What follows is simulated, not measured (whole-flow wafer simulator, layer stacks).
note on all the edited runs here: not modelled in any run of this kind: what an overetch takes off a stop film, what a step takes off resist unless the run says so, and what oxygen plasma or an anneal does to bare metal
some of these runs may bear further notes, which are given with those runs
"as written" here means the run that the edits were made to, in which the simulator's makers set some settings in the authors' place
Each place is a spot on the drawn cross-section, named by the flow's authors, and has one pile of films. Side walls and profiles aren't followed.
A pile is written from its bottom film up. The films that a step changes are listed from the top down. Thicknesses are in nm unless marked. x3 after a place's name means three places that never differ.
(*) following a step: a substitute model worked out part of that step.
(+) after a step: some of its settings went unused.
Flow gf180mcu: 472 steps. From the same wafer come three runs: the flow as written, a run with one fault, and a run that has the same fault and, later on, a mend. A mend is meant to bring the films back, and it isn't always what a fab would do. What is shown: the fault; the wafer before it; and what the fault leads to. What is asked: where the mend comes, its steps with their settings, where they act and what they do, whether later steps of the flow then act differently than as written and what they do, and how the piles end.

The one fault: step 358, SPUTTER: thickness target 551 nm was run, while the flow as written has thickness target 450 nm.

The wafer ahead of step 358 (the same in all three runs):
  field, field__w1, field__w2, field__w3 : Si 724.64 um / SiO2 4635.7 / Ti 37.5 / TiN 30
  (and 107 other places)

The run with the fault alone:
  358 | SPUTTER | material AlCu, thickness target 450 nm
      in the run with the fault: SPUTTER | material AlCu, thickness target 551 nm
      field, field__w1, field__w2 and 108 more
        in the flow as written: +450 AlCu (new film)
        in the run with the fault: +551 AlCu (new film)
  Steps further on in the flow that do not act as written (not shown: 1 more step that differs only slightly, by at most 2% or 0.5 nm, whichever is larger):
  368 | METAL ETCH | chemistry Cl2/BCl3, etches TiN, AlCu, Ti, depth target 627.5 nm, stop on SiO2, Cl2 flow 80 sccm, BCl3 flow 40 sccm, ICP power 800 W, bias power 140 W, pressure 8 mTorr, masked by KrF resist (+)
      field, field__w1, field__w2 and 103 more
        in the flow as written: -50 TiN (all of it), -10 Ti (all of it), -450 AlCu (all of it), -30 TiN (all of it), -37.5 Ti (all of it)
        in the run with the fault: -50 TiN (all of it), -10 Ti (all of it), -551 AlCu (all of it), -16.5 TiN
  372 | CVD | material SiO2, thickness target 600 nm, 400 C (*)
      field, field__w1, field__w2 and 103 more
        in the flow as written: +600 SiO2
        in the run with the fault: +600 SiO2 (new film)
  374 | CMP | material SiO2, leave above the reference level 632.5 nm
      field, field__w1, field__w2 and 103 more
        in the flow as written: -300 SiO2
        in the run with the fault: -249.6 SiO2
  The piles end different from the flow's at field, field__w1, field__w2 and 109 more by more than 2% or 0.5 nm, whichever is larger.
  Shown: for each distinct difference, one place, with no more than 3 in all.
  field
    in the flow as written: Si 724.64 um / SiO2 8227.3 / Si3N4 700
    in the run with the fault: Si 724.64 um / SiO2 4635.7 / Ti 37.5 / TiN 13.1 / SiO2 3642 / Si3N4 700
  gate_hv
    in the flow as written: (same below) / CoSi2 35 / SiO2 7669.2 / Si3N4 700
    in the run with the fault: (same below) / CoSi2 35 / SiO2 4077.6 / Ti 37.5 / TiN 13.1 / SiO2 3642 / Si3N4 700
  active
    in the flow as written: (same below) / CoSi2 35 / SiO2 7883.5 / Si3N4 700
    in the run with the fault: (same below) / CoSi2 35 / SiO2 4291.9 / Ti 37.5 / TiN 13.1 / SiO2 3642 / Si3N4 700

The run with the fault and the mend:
  After step 358 comes the mend.
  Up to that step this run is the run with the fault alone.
  358a | METAL ETCH | chemistry Cl2/BCl3, etches TiN, AlCu, Ti, depth target 101 nm, Cl2 flow 80 sccm, BCl3 flow 40 sccm, ICP power 800 W, bias power 140 W, pressure 8 mTorr (a further turn of the flow's step 260, with different settings)
      field, field__w1, field__w2 and 108 more
        -101 AlCu
  Every later step of the flow that is run acts as written at every place that is followed.
  By the end, the piles equal the flow's at every place that both follow.
